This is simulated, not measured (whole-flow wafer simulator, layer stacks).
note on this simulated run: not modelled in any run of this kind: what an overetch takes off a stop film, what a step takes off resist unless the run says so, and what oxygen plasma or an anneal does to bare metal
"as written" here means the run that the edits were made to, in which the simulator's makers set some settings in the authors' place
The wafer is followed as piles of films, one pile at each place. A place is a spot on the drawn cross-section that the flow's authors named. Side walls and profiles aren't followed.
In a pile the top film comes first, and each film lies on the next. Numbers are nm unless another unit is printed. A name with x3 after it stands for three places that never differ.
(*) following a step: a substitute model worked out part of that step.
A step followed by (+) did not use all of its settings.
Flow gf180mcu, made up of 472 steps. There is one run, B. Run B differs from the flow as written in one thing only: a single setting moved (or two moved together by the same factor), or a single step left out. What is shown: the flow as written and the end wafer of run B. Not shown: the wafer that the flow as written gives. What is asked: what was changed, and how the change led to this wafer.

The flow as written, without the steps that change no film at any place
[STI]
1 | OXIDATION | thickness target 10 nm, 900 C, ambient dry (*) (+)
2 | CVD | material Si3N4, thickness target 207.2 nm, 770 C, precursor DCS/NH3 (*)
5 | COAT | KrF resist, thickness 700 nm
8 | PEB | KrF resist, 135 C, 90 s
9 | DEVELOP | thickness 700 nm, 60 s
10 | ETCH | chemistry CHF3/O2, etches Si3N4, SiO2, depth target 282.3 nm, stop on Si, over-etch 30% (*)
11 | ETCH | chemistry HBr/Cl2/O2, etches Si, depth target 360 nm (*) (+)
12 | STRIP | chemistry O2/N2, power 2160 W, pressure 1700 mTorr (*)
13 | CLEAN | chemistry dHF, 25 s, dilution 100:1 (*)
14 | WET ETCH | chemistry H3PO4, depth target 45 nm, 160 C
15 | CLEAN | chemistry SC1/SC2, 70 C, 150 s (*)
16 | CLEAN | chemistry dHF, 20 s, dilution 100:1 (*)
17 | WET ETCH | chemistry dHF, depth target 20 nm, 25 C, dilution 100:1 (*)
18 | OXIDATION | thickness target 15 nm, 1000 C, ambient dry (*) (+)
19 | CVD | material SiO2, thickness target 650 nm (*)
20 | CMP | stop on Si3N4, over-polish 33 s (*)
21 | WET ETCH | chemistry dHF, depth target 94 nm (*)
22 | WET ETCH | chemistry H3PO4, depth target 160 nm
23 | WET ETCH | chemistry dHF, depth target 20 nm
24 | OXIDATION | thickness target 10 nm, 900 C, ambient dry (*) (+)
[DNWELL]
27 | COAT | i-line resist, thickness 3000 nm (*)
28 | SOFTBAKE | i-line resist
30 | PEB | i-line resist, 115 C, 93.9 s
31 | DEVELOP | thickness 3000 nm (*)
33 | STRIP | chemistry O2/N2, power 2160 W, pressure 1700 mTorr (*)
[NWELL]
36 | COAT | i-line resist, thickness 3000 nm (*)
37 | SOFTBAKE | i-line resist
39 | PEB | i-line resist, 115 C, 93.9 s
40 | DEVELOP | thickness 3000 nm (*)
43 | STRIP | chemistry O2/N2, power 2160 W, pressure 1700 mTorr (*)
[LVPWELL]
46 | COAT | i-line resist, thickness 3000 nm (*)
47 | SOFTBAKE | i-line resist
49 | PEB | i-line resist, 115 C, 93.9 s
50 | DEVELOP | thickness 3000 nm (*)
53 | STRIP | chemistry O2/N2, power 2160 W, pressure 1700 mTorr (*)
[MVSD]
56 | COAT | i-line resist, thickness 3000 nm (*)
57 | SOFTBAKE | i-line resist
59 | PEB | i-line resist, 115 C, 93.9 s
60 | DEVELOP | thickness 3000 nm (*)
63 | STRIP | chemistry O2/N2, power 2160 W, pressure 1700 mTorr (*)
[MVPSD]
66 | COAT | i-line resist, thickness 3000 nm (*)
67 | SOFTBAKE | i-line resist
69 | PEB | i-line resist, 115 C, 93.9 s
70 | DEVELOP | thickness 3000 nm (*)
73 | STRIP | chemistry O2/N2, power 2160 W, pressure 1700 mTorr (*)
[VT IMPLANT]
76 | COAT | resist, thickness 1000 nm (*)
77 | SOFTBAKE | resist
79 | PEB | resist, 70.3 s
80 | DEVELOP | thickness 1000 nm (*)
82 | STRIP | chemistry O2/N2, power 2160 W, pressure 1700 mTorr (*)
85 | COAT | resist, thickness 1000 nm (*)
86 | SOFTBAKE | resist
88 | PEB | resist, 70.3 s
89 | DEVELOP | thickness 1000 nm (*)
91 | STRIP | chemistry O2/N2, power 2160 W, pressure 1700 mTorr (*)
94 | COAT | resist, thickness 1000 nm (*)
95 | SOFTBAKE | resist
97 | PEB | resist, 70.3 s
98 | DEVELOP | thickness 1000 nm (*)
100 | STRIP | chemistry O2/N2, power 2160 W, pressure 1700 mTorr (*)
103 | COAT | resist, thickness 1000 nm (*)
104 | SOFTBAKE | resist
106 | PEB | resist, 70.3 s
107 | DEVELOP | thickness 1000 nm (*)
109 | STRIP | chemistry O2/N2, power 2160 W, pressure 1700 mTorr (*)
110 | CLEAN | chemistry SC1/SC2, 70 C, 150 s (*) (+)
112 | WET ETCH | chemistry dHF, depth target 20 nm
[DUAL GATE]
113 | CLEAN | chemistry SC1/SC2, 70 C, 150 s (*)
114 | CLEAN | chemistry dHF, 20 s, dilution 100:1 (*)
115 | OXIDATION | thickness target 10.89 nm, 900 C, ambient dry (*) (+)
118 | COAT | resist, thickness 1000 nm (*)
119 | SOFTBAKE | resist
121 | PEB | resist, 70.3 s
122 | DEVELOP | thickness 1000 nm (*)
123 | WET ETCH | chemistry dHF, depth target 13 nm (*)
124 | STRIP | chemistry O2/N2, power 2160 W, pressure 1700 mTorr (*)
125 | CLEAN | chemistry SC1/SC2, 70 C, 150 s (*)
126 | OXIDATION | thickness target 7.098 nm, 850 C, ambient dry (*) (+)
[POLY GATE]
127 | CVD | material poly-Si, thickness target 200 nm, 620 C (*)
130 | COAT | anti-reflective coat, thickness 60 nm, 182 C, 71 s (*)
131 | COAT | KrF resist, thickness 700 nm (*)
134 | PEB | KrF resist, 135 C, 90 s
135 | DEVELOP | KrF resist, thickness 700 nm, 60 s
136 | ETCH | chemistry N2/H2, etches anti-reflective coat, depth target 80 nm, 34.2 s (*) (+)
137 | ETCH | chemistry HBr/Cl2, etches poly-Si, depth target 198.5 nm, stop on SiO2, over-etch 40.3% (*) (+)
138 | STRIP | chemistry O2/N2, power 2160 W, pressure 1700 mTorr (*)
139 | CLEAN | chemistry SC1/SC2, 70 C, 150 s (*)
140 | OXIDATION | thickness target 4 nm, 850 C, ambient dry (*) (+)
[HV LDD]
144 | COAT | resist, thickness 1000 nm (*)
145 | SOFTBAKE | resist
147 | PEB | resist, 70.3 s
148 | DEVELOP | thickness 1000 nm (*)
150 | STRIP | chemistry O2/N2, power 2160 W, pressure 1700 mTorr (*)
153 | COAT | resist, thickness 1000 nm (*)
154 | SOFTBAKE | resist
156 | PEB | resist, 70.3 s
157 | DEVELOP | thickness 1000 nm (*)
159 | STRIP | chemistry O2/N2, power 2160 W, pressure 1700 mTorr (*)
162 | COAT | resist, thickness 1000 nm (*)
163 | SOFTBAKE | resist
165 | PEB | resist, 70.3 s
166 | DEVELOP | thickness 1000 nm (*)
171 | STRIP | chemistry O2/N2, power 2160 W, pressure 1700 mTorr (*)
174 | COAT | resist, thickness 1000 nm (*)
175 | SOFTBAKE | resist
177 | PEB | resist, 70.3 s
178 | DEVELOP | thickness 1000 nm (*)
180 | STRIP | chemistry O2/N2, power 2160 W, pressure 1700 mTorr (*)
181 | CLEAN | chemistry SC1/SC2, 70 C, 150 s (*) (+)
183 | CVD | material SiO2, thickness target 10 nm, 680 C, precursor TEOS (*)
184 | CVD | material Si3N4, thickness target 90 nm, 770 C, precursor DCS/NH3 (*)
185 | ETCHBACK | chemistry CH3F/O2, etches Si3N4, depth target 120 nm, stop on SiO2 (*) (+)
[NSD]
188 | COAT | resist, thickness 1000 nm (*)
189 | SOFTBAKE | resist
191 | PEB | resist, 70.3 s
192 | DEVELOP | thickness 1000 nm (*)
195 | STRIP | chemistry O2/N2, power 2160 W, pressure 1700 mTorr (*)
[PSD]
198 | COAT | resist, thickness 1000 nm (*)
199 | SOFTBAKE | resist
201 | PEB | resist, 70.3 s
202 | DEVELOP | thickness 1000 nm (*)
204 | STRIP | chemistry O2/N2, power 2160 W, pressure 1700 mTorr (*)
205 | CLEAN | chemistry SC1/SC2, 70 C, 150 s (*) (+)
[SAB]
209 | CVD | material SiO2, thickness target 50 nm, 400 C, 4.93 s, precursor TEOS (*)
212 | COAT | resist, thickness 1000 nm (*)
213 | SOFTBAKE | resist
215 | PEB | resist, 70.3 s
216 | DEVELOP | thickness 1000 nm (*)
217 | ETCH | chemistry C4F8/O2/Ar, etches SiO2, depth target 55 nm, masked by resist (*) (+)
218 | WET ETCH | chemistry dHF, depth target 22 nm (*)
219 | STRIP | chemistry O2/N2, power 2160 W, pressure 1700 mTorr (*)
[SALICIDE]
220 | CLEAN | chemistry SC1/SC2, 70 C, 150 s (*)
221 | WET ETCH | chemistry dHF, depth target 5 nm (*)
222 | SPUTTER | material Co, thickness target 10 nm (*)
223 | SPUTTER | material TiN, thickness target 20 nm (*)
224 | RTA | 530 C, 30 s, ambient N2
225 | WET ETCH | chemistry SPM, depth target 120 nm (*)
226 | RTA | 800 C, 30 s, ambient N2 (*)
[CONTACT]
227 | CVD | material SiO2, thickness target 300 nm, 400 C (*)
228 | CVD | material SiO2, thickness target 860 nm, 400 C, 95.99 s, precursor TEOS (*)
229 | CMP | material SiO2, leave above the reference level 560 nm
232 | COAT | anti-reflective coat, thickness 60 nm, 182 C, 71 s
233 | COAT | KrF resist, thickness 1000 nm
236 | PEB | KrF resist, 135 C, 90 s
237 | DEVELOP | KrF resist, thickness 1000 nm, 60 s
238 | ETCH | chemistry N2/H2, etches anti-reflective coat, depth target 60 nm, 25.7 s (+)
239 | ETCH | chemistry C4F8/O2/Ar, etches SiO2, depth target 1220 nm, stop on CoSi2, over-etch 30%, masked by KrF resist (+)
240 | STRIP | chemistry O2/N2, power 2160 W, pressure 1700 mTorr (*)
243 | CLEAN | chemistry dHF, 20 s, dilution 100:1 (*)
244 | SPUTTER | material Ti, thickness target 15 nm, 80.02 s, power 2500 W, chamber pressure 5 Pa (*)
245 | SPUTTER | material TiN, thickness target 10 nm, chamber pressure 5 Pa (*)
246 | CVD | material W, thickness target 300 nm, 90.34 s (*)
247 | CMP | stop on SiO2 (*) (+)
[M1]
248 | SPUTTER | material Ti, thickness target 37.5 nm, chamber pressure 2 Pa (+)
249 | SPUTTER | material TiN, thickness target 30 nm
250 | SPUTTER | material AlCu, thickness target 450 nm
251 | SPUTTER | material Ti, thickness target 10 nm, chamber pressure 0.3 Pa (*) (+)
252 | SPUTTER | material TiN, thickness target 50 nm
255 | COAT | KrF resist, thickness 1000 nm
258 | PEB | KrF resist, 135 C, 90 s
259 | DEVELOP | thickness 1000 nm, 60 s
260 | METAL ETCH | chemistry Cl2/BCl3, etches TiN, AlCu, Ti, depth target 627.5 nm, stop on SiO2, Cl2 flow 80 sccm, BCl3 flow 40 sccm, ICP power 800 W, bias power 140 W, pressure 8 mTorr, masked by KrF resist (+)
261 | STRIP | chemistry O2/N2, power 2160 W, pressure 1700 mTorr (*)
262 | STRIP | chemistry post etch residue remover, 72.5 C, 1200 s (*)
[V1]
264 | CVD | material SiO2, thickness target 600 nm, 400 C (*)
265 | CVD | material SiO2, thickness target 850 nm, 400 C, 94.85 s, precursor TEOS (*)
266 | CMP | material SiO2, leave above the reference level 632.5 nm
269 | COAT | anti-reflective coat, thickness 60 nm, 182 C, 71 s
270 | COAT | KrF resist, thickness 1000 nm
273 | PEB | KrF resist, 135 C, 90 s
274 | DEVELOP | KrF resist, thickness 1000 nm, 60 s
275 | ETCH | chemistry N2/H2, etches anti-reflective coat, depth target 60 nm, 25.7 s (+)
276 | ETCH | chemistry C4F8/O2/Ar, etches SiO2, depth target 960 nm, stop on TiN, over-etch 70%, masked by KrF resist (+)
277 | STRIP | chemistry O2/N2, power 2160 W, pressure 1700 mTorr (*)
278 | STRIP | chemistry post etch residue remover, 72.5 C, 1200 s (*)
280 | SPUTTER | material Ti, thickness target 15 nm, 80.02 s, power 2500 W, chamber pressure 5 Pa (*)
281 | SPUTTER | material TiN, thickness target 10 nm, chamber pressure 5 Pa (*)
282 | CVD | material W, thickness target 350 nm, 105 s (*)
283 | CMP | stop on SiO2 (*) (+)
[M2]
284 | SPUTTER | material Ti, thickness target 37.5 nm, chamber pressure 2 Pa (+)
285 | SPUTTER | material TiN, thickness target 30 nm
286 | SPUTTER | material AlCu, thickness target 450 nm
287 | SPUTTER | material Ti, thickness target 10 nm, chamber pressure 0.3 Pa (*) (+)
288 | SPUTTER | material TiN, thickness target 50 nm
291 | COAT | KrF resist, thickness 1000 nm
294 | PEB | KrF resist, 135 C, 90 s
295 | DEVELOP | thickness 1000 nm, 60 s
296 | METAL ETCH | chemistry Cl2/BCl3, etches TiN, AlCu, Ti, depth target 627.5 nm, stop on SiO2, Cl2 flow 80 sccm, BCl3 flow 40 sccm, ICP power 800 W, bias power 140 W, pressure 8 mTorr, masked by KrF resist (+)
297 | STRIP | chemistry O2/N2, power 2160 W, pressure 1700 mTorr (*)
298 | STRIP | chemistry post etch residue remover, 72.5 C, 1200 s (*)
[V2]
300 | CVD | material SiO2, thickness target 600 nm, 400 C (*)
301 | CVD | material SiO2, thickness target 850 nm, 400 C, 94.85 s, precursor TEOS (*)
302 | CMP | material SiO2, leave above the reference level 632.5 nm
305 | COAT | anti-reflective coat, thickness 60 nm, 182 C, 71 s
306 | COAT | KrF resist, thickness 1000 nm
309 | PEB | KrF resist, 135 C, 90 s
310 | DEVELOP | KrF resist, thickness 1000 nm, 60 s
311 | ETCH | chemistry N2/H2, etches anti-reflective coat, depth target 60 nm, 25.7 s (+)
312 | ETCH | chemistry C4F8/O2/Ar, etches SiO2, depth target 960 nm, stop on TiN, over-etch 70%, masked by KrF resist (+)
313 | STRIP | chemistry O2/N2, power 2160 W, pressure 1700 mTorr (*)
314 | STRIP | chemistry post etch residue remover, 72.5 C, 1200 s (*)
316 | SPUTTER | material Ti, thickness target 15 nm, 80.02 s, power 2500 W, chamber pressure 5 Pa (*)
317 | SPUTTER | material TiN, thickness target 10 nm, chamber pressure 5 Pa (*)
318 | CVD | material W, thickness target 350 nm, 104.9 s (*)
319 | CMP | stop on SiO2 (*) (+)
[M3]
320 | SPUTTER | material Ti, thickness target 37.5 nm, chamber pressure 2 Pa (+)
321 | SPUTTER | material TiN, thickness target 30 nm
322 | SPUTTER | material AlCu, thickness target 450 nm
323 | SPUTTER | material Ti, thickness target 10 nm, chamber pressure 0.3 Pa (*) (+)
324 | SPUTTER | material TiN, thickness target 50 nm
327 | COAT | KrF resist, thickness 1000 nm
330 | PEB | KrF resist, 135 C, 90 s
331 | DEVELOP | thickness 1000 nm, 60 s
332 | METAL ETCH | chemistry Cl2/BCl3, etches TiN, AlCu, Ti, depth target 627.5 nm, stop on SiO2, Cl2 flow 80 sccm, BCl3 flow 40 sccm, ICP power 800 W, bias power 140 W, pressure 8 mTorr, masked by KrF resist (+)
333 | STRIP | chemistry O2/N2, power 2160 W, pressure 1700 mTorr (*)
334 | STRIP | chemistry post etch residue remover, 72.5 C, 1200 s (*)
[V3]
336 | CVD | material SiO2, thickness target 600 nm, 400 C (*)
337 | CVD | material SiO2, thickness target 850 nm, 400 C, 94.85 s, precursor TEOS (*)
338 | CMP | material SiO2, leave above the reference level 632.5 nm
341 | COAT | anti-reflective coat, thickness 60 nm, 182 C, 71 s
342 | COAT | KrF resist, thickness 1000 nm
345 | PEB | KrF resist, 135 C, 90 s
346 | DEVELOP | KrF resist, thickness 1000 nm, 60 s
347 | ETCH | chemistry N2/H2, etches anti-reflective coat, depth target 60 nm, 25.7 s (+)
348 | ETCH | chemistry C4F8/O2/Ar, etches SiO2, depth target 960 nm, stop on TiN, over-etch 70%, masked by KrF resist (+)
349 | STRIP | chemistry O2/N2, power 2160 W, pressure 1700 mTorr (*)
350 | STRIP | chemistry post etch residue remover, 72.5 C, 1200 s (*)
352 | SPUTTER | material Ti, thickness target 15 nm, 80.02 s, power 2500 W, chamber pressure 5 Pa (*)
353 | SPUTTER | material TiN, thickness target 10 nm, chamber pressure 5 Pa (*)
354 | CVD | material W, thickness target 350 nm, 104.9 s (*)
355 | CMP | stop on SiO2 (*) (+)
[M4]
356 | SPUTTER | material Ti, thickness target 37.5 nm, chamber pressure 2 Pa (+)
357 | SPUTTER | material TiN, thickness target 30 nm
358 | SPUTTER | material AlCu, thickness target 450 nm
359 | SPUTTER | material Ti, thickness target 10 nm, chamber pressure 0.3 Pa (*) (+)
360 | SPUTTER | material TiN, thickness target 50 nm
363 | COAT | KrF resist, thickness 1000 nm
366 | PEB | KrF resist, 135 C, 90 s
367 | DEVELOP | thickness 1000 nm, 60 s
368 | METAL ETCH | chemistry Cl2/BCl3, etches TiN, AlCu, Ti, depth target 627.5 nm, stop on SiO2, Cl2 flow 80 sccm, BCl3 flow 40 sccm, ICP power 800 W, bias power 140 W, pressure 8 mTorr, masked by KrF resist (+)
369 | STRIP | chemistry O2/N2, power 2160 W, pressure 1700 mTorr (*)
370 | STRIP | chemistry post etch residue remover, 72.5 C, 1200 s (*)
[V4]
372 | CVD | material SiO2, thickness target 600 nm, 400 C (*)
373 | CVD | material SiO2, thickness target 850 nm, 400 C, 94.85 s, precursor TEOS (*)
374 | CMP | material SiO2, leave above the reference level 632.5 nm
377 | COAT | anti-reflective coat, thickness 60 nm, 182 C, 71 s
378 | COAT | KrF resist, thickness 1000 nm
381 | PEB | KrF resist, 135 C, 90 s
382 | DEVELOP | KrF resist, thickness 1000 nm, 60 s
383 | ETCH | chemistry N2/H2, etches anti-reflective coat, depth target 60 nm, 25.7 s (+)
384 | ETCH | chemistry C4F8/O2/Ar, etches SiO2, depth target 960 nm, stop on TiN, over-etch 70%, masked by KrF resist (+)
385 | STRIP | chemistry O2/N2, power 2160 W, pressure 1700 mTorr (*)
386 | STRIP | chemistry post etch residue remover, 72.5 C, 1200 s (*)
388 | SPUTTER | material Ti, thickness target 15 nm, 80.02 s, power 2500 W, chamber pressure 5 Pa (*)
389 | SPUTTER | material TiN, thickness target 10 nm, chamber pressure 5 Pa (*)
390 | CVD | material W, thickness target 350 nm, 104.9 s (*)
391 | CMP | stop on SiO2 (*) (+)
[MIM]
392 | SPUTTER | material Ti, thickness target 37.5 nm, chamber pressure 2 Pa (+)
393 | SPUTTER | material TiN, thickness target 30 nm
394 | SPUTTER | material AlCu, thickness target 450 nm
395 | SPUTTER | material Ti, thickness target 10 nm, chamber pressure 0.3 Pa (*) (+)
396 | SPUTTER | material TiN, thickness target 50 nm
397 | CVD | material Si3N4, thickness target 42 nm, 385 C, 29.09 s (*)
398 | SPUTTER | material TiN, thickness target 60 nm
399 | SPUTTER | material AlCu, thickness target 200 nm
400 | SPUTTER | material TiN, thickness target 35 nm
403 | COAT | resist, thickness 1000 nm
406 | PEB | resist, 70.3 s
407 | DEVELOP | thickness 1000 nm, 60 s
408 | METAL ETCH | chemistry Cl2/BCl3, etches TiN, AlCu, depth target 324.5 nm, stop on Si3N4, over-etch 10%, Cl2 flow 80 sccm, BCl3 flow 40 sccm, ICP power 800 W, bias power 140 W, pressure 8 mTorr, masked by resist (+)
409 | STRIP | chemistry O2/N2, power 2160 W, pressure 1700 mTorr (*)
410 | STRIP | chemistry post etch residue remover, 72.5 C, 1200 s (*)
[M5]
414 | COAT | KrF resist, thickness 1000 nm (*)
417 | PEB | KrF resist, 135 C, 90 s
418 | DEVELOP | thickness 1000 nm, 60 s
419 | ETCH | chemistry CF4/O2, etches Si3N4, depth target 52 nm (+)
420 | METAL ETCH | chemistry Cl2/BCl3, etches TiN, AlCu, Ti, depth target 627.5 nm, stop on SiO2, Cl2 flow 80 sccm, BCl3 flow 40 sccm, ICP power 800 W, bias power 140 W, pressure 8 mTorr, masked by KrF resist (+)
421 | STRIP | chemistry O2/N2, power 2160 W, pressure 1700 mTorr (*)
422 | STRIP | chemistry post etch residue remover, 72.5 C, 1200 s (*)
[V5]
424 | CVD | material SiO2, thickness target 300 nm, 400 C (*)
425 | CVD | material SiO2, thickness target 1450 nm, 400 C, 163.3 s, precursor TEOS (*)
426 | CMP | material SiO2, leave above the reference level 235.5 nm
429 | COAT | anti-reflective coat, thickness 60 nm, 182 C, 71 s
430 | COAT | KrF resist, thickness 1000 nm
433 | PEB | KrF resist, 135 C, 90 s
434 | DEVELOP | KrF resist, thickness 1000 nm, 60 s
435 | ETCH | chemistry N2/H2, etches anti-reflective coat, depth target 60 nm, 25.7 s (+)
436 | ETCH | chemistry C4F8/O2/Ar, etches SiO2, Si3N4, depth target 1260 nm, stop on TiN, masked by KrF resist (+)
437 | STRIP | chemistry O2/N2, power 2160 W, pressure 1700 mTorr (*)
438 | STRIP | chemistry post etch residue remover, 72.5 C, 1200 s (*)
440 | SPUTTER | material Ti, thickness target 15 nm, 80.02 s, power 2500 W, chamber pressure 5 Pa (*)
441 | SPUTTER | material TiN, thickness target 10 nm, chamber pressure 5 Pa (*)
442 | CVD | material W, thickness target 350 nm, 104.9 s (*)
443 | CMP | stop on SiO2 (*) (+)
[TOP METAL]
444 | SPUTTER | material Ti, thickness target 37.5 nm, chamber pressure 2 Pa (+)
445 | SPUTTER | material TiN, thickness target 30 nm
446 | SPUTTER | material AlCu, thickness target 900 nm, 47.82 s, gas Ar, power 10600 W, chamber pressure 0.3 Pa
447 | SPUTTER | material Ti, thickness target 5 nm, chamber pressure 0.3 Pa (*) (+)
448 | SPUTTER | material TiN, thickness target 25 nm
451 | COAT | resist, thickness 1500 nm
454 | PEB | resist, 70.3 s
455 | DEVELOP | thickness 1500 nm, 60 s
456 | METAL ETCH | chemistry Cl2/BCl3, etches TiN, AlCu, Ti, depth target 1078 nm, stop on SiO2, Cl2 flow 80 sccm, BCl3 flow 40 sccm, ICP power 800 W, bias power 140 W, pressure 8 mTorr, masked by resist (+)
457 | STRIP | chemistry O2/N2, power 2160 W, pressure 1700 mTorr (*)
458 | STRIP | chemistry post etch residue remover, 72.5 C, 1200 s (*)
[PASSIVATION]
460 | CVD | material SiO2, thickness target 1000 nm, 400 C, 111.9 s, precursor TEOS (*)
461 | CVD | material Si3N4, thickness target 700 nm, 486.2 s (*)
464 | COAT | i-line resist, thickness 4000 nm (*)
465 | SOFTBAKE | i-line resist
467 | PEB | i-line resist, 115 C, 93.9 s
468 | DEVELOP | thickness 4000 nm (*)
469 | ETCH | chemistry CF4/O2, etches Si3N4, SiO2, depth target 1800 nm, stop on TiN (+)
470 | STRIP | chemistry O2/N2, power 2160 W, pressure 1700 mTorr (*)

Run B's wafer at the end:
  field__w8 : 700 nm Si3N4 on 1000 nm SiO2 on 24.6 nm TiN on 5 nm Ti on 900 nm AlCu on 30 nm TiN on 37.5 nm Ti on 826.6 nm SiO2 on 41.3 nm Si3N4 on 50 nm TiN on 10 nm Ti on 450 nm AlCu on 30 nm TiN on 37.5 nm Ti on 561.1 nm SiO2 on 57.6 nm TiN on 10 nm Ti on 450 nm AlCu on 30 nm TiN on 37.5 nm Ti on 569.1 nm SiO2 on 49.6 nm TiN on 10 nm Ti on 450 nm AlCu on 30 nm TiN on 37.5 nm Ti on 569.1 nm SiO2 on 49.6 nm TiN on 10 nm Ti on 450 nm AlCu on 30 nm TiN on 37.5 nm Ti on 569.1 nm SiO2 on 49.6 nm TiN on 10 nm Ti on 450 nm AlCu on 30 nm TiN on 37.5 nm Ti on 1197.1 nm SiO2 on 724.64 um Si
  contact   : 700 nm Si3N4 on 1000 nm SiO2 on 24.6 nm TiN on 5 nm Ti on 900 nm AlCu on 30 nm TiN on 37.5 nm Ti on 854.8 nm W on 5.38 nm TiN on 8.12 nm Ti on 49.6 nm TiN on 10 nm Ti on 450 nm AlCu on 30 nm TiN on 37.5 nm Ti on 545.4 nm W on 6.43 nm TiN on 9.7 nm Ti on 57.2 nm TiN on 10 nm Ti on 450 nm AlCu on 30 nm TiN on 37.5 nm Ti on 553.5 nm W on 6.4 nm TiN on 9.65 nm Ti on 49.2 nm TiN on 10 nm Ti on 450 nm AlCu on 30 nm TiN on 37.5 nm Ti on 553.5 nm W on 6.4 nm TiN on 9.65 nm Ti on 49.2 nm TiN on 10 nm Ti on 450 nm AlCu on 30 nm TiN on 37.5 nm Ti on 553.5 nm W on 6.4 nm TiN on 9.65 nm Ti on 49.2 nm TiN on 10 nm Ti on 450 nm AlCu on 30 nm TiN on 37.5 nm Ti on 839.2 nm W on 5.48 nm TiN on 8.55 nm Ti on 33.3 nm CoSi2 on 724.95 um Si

What caused this: step 360, SPUTTER: thickness target 58 nm was run, though the flow has thickness target 50 nm.

The path from the change to this, step by step:
  360 | SPUTTER | material TiN, thickness target 50 nm
      field, field__w1, field__w2 and 108 more: +58 TiN (new film) (as written it would have been: +50 TiN (new film))
  368 | METAL ETCH | chemistry Cl2/BCl3, etches TiN, AlCu, Ti, depth target 627.5 nm, stop on SiO2, Cl2 flow 80 sccm, BCl3 flow 40 sccm, ICP power 800 W, bias power 140 W, pressure 8 mTorr, masked by KrF resist (+)
      field, field__w1, field__w2 and 103 more: -58 TiN (all of it), -10 Ti (all of it), -450 AlCu (all of it), -30 TiN (all of it), -37.5 Ti (all of it) (as written it would have been: -50 TiN (all of it), -10 Ti (all of it), -450 AlCu (all of it), -30 TiN (all of it), -37.5 Ti (all of it))
